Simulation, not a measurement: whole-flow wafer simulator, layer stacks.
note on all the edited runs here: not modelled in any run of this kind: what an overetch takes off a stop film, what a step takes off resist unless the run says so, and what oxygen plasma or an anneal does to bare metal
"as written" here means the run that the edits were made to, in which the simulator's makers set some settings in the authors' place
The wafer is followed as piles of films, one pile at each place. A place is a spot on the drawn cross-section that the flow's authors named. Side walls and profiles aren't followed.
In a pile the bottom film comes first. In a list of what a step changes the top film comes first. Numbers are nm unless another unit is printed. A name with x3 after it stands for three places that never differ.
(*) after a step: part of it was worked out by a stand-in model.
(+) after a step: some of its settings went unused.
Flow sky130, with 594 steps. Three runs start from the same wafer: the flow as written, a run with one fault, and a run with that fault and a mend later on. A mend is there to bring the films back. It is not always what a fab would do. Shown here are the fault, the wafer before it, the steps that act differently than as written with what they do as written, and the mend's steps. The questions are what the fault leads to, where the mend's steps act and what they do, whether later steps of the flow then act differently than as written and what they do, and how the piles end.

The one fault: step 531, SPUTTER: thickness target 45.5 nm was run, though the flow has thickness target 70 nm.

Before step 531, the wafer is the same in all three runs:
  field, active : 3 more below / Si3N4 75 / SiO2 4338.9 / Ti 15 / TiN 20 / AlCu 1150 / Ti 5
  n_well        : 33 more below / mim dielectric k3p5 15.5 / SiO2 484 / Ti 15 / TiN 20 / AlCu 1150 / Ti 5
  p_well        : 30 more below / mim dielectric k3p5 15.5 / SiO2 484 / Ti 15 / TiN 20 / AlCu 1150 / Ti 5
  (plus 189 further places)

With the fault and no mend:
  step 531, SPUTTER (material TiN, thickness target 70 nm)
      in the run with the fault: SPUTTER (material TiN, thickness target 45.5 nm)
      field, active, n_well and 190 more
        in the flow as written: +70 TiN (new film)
        in the run with the fault: +45.5 TiN (new film)
  Steps further on in the flow that do not act as written (17 more steps, not shown, differ only slightly: by at most 2% or 0.5 nm, whichever is larger):
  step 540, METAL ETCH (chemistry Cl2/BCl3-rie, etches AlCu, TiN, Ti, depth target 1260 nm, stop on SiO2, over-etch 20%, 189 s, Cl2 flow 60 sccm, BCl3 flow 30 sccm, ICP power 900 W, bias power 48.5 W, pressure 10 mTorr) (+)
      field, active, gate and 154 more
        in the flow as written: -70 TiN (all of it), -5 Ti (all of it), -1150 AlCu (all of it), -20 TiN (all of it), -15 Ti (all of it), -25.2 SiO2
        in the run with the fault: -45.5 TiN (all of it), -5 Ti (all of it), -1150 AlCu (all of it), -20 TiN (all of it), -15 Ti (all of it), -27.6 SiO2
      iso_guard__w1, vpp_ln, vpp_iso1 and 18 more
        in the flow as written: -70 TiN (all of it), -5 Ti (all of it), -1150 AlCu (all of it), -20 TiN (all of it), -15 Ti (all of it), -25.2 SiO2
        in the run with the fault: -45.5 TiN (all of it), -5 Ti (all of it), -1150 AlCu (all of it), -20 TiN (all of it), -15 Ti (all of it), -27.7 SiO2
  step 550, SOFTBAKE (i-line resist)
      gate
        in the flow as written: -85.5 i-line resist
        in the run with the fault: -83.1 i-line resist
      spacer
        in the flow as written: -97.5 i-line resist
        in the run with the fault: -94.7 i-line resist
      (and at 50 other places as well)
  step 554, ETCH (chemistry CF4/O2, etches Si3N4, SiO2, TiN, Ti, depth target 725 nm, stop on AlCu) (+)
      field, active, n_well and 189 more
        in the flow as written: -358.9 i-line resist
        in the run with the fault: -334.4 i-line resist
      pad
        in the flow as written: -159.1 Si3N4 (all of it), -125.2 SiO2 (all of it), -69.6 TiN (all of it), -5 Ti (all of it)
        in the run with the fault: -159.1 Si3N4 (all of it), -125.2 SiO2 (all of it), -45.1 TiN (all of it), -5 Ti (all of it)
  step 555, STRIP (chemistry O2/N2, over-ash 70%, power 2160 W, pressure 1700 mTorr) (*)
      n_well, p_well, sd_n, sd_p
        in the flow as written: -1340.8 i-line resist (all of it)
        in the run with the fault: -1386.8 i-line resist (all of it)
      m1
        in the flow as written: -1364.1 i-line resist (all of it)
        in the run with the fault: -1409.7 i-line resist (all of it)
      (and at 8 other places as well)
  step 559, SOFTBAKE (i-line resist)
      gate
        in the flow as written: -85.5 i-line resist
        in the run with the fault: -83.1 i-line resist
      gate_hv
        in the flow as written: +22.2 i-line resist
        in the run with the fault: +21.6 i-line resist
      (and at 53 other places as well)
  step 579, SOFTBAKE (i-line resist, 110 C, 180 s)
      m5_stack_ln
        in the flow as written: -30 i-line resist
        in the run with the fault: -29.4 i-line resist
  By the end, the piles at n_well, p_well, sd_n and 11 more depart from the flow's by more than 2% or 0.5 nm, whichever is larger.
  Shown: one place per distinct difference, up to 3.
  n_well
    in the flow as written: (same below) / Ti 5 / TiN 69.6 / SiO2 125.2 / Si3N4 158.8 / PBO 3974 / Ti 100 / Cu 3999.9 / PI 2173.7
    in the run with the fault: (same below) / Ti 5 / TiN 45.1 / SiO2 125.2 / Si3N4 158.8 / PBO 3991.6 / Ti 100 / Cu 3999.9 / PI 2176.6
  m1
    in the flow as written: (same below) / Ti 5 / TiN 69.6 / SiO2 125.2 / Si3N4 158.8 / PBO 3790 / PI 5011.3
    in the run with the fault: (same below) / Ti 5 / TiN 45.1 / SiO2 125.2 / Si3N4 158.8 / PBO 3810.3 / PI 5012.5
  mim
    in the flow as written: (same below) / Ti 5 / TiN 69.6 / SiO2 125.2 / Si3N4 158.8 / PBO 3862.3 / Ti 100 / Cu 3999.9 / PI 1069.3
    in the run with the fault: (same below) / Ti 5 / TiN 45.1 / SiO2 125.2 / Si3N4 158.8 / PBO 3881.2 / Ti 100 / Cu 3999.9 / PI 1071.5

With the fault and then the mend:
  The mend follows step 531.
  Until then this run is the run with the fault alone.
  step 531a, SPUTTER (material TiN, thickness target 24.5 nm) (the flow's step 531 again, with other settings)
      field, active, n_well and 190 more
        +24.5 TiN
  Later steps of the flow that are run all act as written at every place that is followed.
  At every place that both follow, the piles at the end match the flow's.
